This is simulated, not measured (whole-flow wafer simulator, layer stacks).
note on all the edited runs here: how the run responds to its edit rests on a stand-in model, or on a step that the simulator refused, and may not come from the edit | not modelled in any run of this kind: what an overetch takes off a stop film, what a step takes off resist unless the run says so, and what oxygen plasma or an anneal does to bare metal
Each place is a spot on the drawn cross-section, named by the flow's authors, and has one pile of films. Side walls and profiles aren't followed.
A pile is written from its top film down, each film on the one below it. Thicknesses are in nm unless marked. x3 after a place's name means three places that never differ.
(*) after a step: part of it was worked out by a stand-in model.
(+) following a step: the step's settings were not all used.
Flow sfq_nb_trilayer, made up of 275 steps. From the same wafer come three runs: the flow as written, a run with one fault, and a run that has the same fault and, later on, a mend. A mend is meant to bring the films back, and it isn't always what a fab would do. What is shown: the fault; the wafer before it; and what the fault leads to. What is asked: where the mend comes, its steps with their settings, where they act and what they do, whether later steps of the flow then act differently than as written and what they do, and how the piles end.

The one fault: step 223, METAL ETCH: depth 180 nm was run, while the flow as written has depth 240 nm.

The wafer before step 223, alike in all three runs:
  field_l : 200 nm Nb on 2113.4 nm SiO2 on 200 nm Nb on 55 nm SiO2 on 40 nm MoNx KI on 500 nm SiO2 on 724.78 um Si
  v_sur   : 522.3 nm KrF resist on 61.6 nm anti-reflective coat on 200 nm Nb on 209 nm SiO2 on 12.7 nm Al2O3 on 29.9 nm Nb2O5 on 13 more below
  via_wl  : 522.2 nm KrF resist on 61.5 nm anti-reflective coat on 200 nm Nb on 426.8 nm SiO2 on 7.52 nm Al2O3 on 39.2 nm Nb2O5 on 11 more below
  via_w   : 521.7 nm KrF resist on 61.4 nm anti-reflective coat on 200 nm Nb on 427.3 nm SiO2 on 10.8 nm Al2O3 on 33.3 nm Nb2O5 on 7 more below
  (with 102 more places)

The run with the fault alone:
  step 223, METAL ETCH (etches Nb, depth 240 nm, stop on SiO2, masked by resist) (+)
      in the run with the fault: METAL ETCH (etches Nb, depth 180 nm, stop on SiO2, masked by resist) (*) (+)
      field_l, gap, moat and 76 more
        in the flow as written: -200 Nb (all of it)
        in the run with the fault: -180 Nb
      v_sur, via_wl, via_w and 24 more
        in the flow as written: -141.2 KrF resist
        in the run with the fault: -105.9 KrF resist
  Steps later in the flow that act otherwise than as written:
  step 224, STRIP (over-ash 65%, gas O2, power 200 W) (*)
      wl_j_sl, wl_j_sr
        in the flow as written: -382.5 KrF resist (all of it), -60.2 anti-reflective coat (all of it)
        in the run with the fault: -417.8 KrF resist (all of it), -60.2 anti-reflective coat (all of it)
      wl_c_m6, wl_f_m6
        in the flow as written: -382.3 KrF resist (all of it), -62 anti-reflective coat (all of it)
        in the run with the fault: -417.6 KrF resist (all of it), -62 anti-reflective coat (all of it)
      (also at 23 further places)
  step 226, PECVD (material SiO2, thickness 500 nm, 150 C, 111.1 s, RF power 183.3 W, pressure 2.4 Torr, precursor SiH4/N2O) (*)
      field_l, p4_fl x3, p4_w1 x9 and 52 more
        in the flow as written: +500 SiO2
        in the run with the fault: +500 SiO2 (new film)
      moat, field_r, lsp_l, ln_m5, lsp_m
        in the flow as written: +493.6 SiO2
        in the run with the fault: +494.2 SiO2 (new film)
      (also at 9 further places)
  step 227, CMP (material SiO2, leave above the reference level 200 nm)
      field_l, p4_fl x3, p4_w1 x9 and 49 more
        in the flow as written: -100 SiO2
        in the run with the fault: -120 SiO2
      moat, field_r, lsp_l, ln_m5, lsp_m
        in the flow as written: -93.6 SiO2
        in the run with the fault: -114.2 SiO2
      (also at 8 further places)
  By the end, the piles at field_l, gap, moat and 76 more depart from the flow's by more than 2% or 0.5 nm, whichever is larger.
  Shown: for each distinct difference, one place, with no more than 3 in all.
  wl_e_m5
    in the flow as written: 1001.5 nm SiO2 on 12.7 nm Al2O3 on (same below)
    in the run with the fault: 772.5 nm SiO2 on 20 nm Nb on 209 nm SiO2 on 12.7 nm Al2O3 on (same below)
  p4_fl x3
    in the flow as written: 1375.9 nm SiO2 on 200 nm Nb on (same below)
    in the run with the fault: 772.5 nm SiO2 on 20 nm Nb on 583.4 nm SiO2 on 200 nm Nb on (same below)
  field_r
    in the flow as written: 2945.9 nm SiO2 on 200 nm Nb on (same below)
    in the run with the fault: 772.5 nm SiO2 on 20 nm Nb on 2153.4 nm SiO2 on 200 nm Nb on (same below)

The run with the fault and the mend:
  The mend follows step 223.
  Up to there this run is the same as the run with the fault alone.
  step 223a, METAL ETCH (etches Nb, depth 60 nm, stop on SiO2, masked by resist) (+) (a further turn of the flow's step 223, with different settings)
      field_l, gap, moat and 76 more
        -20 Nb (all of it)
      v_sur, via_wl, via_w and 24 more
        -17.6 KrF resist
  Steps later in the flow that act otherwise than as written:
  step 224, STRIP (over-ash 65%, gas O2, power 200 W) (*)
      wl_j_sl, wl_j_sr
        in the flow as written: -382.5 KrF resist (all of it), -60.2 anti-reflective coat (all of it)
        in the run with the mend: -400.2 KrF resist (all of it), -60.2 anti-reflective coat (all of it)
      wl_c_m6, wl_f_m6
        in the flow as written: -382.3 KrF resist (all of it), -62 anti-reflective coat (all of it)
        in the run with the mend: -399.9 KrF resist (all of it), -62 anti-reflective coat (all of it)
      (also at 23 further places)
  The piles end the same as the flow's at every place that both follow.
